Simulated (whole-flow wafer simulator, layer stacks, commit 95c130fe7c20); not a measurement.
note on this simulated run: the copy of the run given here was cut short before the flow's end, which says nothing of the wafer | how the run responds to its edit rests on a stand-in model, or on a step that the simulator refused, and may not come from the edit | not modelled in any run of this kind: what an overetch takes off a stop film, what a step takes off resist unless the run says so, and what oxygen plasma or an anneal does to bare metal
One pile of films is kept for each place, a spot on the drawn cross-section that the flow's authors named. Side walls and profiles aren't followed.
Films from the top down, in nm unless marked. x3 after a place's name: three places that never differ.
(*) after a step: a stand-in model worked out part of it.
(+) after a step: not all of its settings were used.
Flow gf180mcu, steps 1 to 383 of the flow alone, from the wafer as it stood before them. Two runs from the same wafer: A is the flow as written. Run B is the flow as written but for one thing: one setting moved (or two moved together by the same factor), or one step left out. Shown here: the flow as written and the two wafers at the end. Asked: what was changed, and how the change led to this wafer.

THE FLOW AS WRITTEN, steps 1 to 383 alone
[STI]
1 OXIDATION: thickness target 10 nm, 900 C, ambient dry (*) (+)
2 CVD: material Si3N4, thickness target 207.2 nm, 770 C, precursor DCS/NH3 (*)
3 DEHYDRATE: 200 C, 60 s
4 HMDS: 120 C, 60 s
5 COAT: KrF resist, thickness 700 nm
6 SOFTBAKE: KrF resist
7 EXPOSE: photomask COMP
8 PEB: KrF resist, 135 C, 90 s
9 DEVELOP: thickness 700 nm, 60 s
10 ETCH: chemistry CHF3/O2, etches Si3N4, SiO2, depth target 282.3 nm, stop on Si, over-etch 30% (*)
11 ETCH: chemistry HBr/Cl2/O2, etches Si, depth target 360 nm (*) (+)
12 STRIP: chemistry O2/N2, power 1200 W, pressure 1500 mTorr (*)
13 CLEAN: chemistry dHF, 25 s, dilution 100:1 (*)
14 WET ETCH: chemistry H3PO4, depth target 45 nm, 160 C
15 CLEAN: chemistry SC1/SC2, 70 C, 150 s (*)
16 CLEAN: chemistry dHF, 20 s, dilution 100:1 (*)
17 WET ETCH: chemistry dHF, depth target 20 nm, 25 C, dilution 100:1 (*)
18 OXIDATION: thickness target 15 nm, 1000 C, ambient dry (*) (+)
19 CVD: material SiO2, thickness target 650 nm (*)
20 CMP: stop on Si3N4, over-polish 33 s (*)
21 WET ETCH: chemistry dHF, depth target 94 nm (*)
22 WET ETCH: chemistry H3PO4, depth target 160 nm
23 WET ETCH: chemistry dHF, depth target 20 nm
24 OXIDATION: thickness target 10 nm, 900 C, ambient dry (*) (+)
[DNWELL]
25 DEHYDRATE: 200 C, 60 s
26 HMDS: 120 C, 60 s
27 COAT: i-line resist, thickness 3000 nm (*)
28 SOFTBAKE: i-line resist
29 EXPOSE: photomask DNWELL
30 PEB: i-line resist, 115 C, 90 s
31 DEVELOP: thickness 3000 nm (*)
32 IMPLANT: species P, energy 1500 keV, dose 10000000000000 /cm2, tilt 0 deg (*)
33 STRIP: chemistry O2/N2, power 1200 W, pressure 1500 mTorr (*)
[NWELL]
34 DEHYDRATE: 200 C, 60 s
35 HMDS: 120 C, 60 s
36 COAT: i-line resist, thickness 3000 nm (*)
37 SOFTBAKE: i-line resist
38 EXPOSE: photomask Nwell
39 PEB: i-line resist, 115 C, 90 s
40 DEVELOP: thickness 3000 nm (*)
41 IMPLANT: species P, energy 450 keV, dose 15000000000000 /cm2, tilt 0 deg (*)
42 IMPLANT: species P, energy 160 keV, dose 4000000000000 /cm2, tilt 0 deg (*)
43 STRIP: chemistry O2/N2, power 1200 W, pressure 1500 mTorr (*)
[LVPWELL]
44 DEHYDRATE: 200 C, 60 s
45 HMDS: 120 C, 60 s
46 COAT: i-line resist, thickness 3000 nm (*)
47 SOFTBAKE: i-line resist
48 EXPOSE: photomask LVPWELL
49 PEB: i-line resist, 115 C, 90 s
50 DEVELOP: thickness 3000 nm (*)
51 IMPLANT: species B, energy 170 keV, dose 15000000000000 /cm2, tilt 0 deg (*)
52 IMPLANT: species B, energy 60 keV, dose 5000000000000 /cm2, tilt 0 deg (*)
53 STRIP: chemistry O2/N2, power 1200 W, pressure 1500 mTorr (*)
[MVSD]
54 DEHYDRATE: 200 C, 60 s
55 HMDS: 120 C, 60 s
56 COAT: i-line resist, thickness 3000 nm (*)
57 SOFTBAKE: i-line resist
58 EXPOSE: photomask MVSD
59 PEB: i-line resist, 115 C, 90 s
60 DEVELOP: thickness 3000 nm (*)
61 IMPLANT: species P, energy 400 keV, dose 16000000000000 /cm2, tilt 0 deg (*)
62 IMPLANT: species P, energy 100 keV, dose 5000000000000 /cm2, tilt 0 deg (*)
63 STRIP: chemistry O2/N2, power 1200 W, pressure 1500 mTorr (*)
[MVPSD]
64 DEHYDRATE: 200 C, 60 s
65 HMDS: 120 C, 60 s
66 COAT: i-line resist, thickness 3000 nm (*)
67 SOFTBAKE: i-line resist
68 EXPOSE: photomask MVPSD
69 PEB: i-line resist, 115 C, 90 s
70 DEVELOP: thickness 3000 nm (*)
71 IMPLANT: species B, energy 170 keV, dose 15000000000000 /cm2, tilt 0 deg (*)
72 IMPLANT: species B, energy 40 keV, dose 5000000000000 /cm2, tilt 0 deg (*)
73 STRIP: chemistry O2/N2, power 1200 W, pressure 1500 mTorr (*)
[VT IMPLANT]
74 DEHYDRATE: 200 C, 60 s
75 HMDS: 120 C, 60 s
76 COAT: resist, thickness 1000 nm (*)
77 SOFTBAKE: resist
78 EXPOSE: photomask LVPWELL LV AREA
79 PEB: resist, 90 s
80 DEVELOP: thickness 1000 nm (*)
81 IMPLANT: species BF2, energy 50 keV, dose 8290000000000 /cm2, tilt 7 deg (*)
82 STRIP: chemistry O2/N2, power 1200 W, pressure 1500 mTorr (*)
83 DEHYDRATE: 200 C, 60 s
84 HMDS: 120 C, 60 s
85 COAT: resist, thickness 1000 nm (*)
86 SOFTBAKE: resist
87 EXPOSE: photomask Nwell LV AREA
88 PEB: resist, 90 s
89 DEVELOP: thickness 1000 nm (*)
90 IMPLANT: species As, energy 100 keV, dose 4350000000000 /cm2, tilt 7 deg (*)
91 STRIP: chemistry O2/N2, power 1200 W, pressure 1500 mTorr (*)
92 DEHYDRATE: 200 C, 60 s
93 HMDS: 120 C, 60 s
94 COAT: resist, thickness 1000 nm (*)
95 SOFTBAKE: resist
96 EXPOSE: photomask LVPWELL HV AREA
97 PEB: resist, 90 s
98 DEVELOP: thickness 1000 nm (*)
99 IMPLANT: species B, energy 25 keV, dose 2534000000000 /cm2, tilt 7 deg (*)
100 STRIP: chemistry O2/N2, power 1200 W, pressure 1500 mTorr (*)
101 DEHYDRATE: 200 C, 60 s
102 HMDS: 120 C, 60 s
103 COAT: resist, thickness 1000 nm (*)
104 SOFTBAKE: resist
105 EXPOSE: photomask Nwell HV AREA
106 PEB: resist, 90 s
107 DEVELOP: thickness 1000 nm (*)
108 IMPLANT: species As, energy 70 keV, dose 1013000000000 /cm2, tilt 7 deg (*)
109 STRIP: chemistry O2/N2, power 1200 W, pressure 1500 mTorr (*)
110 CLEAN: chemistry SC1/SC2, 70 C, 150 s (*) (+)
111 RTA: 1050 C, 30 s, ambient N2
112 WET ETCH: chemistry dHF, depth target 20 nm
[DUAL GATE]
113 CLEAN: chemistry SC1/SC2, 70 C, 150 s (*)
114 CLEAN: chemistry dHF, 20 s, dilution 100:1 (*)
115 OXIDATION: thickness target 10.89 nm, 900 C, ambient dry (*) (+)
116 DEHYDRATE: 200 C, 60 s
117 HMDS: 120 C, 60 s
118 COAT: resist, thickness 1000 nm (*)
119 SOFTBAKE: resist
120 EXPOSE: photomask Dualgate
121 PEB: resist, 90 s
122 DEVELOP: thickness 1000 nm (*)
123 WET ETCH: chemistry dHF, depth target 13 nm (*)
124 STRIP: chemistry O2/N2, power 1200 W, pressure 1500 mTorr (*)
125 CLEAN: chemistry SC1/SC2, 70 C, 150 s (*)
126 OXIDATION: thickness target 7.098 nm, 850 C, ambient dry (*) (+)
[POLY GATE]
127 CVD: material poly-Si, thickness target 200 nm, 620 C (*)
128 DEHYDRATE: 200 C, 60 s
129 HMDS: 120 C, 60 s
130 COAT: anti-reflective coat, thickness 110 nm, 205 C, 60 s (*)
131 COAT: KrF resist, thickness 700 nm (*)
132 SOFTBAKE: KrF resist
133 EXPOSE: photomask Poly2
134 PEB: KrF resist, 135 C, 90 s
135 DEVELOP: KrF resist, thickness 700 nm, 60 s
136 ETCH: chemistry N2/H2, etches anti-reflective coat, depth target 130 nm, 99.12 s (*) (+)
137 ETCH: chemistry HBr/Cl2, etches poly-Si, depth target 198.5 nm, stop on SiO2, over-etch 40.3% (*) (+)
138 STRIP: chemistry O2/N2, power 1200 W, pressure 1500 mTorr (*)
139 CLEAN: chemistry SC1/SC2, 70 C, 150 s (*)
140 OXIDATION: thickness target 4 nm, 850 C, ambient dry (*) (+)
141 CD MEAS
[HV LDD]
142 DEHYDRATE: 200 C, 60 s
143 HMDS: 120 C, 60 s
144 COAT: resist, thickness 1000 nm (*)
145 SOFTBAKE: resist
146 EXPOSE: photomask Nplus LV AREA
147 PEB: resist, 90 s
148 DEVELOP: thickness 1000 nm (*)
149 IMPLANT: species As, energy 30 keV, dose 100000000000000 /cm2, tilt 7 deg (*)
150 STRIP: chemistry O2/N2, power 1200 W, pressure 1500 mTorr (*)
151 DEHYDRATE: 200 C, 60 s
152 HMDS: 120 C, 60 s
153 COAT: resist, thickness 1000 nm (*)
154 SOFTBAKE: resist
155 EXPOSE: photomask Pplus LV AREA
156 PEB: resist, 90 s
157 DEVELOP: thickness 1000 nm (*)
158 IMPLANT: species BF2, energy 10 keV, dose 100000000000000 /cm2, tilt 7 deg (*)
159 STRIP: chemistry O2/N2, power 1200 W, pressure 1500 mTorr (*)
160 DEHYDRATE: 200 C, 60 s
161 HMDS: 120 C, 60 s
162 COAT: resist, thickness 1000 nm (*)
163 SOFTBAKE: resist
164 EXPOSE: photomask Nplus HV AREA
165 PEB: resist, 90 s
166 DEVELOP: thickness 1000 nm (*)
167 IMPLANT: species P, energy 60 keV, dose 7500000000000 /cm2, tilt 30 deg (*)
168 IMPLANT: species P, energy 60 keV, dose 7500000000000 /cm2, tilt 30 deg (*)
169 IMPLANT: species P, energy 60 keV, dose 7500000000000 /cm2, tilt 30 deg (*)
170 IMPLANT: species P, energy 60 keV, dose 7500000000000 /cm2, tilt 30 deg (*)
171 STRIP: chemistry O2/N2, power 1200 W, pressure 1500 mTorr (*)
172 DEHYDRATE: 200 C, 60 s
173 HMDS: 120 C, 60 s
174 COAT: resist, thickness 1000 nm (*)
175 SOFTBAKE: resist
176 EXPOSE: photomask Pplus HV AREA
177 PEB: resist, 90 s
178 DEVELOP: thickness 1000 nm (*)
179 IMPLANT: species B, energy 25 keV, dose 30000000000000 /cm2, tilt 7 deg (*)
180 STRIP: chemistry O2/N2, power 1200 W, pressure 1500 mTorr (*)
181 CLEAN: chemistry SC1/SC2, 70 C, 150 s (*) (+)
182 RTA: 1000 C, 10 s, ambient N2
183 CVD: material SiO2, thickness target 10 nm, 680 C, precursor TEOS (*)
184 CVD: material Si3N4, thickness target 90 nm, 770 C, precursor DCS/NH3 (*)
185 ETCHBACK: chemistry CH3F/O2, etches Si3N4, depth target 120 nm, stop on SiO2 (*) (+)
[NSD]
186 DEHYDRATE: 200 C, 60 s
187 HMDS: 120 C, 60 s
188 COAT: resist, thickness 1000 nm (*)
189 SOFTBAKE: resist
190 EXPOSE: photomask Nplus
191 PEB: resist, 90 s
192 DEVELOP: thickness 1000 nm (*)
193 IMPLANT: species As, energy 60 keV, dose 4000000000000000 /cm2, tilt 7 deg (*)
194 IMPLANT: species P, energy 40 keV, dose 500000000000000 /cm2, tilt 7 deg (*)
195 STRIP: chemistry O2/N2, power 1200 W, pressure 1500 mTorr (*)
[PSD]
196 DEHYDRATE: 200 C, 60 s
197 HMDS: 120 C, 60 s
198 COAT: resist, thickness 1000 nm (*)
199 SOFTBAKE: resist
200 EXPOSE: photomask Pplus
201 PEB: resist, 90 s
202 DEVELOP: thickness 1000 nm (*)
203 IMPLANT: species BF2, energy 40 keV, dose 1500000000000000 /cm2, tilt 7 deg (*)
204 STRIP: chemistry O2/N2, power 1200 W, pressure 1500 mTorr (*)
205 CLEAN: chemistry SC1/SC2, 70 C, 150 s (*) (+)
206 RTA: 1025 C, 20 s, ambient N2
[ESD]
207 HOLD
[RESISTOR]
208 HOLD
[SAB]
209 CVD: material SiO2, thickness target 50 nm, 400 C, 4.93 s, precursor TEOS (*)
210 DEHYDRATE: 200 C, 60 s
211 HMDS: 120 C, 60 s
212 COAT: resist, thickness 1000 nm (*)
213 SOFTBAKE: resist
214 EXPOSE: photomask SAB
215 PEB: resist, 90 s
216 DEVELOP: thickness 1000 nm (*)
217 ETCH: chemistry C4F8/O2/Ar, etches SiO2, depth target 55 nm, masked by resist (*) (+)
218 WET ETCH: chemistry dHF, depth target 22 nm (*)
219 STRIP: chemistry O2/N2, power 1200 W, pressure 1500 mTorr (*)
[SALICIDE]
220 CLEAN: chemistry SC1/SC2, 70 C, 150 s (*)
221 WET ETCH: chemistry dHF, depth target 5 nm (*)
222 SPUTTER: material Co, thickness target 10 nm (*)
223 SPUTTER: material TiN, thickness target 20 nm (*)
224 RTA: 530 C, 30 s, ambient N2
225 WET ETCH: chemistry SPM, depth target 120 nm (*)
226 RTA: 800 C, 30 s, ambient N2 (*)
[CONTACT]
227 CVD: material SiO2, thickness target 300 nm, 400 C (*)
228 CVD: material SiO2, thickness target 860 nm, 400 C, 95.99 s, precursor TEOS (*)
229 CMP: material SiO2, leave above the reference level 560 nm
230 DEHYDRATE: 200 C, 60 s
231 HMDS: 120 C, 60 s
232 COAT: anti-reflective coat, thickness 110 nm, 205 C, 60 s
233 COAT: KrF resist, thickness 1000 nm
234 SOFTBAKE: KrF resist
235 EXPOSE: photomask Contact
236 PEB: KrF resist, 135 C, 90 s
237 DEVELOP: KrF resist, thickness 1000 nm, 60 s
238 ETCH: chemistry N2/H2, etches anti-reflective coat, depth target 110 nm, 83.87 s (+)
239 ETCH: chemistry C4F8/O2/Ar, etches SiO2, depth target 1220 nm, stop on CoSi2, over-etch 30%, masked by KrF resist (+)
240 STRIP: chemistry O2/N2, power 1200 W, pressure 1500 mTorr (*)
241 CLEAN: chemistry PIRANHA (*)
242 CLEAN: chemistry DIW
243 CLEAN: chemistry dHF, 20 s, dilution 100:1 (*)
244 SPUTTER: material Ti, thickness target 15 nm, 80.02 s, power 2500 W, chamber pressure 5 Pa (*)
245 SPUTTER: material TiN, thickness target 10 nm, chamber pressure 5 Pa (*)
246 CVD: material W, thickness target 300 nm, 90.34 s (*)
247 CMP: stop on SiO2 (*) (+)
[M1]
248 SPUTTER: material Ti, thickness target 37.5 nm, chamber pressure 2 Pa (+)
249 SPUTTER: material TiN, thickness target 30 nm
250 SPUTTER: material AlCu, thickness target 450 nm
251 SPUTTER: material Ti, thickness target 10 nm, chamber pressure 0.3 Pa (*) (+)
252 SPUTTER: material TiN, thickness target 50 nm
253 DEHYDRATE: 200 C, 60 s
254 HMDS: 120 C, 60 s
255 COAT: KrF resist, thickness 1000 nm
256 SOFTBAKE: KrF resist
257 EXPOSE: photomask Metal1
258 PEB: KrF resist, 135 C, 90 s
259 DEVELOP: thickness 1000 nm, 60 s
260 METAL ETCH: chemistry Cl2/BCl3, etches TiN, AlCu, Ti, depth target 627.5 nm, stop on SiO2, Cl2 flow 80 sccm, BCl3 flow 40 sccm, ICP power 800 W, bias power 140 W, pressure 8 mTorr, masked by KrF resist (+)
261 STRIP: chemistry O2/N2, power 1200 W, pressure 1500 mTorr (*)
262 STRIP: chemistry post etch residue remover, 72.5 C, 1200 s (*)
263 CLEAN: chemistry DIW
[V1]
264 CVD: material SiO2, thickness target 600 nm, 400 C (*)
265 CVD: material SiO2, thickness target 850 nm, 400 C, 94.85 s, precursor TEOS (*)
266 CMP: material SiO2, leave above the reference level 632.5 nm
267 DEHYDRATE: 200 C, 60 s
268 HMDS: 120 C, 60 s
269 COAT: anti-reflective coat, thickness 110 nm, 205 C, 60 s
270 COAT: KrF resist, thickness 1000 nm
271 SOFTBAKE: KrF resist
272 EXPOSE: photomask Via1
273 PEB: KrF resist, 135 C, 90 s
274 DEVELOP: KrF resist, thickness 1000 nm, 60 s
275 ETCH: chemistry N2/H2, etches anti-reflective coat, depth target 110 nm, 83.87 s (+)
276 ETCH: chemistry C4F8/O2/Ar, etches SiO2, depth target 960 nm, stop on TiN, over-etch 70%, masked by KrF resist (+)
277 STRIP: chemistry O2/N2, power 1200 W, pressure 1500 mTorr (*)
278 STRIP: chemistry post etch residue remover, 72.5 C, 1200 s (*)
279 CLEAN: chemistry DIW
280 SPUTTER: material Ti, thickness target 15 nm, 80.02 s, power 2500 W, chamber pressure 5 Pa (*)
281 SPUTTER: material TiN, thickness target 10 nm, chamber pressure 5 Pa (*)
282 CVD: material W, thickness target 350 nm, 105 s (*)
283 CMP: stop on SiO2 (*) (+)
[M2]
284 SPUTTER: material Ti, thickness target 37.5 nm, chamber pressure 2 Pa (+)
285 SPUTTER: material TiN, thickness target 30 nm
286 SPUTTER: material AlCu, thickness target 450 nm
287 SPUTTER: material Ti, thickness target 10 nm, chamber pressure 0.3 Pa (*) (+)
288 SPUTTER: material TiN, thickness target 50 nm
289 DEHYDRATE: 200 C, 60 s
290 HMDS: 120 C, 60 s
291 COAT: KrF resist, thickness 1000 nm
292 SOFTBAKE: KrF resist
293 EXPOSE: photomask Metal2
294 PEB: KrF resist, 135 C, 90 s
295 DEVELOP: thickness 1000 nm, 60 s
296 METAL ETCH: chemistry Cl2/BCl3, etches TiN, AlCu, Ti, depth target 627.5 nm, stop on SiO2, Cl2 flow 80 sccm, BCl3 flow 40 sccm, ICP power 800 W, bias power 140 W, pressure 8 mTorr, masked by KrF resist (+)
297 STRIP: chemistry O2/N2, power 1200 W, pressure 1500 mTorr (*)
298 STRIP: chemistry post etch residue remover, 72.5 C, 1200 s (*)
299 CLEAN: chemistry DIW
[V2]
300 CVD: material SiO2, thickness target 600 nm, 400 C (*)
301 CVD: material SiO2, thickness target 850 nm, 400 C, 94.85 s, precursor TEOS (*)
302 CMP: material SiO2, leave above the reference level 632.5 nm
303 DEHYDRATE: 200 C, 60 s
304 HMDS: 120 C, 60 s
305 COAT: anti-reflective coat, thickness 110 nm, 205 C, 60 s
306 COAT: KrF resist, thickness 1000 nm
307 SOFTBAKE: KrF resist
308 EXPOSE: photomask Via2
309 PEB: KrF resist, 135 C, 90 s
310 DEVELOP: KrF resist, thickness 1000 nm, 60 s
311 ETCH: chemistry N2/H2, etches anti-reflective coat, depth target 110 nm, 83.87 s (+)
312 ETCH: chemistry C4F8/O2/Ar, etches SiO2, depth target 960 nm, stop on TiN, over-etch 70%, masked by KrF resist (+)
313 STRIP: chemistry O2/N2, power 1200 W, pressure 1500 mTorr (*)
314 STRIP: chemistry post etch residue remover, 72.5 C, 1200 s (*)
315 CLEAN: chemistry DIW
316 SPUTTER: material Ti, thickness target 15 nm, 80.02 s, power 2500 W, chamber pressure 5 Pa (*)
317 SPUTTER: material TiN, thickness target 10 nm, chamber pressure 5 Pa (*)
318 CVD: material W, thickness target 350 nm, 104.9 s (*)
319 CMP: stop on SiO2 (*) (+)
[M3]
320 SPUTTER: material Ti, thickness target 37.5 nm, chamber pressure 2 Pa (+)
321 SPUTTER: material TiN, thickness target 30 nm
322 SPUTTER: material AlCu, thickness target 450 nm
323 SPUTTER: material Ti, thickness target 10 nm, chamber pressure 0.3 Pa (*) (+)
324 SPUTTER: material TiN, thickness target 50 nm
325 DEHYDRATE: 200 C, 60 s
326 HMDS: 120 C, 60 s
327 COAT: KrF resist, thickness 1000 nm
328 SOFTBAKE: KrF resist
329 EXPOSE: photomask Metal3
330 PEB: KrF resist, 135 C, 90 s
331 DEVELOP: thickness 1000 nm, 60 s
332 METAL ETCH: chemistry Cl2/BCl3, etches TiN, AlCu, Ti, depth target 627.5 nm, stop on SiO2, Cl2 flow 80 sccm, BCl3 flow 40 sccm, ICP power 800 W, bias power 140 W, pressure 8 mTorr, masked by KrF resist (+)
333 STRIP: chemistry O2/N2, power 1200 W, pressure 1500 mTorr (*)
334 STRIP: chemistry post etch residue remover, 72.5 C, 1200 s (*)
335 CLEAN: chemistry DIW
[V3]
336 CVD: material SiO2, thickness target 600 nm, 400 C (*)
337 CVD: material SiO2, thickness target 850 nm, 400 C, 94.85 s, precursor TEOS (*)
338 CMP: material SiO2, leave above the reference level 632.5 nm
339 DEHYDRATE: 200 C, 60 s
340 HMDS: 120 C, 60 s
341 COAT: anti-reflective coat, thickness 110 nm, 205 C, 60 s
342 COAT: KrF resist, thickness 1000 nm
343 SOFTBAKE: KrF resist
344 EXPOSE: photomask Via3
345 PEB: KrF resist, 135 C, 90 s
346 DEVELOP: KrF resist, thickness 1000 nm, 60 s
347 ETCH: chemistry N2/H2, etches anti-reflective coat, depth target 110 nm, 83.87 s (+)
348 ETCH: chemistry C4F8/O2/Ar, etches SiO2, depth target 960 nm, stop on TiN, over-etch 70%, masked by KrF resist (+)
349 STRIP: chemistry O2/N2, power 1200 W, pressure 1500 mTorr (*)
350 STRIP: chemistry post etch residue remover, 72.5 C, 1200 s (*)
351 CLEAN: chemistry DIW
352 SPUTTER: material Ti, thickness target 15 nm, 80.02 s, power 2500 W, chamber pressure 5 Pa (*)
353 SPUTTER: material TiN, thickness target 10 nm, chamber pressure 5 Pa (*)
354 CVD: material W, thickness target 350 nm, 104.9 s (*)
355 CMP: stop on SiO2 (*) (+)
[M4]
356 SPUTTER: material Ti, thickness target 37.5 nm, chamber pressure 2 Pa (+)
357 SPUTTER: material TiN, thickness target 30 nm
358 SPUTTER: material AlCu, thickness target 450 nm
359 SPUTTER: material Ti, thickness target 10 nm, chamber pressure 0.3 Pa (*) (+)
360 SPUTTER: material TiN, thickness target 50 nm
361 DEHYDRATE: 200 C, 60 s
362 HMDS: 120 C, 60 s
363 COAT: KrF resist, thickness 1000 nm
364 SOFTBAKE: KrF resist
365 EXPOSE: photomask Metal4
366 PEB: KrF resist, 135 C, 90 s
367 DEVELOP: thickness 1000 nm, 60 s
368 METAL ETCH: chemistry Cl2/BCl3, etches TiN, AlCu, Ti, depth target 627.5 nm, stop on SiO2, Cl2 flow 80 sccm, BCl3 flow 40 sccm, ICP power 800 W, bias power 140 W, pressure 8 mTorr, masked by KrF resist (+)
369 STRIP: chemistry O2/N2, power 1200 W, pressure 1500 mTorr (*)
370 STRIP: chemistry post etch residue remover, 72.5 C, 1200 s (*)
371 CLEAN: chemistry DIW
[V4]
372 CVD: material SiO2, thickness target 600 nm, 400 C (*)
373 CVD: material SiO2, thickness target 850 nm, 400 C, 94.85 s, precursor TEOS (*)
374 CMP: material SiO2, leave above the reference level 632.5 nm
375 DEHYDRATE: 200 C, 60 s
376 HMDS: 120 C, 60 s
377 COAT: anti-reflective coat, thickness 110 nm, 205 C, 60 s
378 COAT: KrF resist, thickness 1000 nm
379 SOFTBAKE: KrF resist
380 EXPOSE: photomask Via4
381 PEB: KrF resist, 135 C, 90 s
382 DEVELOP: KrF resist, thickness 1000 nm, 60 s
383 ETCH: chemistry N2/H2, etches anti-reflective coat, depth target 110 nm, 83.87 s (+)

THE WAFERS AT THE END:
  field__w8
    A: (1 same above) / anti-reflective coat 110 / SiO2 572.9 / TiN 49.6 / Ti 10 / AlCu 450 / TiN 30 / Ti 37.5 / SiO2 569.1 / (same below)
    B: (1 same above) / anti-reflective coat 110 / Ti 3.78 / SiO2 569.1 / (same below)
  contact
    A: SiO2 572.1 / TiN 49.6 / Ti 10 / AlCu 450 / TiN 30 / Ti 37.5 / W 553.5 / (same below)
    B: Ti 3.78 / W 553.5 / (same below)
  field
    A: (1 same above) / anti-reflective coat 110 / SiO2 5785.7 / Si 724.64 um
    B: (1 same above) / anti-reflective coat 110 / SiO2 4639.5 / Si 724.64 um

The cause: step 358, SPUTTER: material AlCu, thickness target 450 nm, was left out.

How the change led to this, step by step:
  368 METAL ETCH: chemistry Cl2/BCl3, etches TiN, AlCu, Ti, depth target 627.5 nm, stop on SiO2, Cl2 flow 80 sccm, BCl3 flow 40 sccm, ICP power 800 W, bias power 140 W, pressure 8 mTorr, masked by KrF resist (+)
      field, field__w1, field__w2 and 103 more: A TiN -50 (all of it), Ti -10 (all of it), AlCu -450 (all of it), TiN -30 (all of it), Ti -37.5 (all of it) | B TiN -50 (all of it), Ti -10 (all of it), TiN -30 (all of it), Ti -37.5 (all of it)
      field__w8, contact, m1, m1__w1, m1_nw: A KrF resist -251 | B KrF resist -76.5
  369 STRIP: chemistry O2/N2, power 1200 W, pressure 1500 mTorr (*)
      field__w8, contact, m1, m1__w1, m1_nw: A KrF resist -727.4 (all of it) | B KrF resist -901.9 (all of it)
  374 CMP: material SiO2, leave above the reference level 632.5 nm
      field__w8, contact, m1, m1__w1, m1_nw: A SiO2 -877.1 | B SiO2 -1450 (all of it), TiN -49.6 (all of it), Ti -10 (all of it), TiN -30 (all of it), Ti -33.7
      field, field__w1, field__w2 and 103 more: A SiO2 -300 | B SiO2 -1446.2
  383 ETCH: chemistry N2/H2, etches anti-reflective coat, depth target 110 nm, 83.87 s (+)
      contact: A anti-reflective coat -110 (all of it), SiO2 -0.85 | B anti-reflective coat -110 (all of it)
